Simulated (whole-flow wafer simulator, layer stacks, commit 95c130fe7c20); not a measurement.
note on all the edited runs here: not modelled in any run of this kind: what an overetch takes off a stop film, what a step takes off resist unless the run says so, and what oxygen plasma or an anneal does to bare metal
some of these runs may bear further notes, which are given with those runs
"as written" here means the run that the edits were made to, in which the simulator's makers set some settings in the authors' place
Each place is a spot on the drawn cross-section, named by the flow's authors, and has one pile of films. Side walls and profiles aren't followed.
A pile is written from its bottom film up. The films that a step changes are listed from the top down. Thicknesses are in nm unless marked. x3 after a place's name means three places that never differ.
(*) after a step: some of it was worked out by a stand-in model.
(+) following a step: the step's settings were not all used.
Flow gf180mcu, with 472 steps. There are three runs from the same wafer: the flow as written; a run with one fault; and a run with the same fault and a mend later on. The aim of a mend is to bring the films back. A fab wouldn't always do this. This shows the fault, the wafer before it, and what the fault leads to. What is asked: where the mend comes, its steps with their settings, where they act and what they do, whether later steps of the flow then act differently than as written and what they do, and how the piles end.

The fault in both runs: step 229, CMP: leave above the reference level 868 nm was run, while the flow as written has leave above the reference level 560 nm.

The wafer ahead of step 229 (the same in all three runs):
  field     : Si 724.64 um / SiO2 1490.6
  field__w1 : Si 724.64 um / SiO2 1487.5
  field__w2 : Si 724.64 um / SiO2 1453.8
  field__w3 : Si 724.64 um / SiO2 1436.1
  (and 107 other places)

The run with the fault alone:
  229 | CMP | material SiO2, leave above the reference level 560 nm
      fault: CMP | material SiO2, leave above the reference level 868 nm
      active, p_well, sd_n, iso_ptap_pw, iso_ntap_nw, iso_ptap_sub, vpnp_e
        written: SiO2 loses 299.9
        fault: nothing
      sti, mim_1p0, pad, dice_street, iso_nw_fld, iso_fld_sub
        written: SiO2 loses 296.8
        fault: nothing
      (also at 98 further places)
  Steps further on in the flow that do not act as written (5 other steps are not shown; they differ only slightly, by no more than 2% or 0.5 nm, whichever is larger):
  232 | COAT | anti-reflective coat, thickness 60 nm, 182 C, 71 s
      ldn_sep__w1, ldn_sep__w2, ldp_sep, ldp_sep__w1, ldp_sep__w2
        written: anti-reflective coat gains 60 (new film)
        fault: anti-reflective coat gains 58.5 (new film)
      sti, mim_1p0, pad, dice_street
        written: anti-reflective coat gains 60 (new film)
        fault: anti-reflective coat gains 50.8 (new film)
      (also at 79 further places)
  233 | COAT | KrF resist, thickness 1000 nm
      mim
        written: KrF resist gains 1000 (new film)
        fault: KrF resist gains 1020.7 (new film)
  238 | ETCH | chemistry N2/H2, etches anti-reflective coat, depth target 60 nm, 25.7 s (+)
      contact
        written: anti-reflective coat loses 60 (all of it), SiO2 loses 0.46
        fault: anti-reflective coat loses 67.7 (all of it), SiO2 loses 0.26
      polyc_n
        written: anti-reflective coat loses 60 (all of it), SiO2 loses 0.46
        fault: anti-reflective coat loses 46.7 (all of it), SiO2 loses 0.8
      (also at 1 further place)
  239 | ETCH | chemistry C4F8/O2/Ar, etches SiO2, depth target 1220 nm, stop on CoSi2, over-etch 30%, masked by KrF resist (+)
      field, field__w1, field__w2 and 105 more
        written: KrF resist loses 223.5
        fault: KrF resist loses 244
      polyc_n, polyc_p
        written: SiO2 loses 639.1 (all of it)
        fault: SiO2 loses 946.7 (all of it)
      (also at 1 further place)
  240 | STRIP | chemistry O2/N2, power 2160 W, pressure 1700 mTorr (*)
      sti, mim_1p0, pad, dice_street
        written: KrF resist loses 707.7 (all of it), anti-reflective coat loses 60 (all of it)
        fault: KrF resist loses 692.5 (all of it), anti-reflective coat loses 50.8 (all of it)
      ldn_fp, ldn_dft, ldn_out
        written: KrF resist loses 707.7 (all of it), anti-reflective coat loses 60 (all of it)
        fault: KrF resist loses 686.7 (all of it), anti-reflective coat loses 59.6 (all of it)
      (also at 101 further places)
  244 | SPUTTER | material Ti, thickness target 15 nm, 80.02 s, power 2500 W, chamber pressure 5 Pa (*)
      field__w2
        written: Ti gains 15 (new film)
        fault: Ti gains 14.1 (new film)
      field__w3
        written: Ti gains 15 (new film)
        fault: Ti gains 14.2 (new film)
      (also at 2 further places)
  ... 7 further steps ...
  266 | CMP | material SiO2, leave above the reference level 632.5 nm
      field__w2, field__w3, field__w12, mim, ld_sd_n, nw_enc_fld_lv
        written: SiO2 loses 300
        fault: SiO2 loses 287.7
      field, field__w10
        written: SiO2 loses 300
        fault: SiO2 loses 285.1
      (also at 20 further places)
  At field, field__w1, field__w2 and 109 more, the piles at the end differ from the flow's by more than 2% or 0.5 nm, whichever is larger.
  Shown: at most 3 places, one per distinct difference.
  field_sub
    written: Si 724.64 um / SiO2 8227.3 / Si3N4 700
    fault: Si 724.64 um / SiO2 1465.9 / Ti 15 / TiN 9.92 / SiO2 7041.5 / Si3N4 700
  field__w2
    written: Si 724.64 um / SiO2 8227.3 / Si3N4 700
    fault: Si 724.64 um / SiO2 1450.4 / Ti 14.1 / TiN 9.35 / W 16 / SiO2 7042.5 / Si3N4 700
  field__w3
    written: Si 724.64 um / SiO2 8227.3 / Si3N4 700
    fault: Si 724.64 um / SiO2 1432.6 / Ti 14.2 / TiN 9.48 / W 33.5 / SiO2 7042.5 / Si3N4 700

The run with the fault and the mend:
  The mend stands after step 229.
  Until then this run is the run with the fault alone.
  229a | CMP | material SiO2, leave above the reference level 560 nm (the flow's step 229 again)
      field__w5, field__w9, field__w13 and 53 more
        SiO2 loses 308
      active, p_well, sd_n, iso_ptap_pw, iso_ntap_nw, iso_ptap_sub, vpnp_e
        SiO2 loses 299.9
      sti, mim_1p0, pad, dice_street, iso_nw_fld, iso_fld_sub
        SiO2 loses 296.8
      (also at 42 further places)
  Every later step of the flow that is run acts as written at every place that is followed.
  At every place that both follow, the piles at the end match the flow's.
